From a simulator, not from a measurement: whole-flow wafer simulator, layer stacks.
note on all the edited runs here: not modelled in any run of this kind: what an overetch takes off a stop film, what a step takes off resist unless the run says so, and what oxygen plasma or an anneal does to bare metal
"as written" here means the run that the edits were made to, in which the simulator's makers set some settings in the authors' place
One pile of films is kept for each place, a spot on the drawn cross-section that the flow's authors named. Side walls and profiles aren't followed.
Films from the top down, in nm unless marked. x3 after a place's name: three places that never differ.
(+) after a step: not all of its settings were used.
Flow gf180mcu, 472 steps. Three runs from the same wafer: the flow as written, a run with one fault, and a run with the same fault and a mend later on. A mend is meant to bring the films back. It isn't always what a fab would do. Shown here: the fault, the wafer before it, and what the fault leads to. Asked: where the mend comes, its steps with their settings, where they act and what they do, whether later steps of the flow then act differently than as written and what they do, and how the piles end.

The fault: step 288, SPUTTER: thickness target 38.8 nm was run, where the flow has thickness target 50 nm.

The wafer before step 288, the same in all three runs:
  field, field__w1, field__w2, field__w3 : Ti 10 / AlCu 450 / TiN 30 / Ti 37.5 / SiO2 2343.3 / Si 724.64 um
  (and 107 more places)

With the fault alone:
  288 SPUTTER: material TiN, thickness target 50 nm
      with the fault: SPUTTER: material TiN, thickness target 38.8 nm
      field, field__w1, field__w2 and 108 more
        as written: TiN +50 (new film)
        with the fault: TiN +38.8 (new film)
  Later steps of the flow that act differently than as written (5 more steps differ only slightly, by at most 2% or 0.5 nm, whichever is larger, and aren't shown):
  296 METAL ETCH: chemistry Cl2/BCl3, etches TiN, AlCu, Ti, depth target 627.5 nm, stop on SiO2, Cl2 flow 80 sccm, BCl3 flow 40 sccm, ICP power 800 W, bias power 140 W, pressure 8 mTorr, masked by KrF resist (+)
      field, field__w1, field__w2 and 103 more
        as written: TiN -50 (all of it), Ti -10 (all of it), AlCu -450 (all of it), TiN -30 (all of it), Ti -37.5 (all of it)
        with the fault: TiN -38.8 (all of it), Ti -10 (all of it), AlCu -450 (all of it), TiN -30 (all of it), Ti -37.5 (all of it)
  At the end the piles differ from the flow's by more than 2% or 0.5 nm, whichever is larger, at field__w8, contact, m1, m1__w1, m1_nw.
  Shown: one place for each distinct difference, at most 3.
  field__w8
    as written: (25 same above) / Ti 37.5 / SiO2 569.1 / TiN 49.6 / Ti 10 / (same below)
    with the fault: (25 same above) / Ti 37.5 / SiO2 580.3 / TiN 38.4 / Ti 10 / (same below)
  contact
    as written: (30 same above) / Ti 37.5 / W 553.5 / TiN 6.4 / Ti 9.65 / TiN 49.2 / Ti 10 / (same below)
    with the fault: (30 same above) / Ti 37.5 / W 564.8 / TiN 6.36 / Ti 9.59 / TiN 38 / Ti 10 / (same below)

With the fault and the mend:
  The mend comes after step 288.
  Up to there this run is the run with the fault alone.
  288a SPUTTER: material TiN, thickness target 11.2 nm (the flow's step 288 once more, with other settings)
      field, field__w1, field__w2 and 108 more
        TiN +11.2
  No later step of the flow acts differently than as written at any place that is followed.
  At the end the piles are the same as the flow's at every place that both follow.
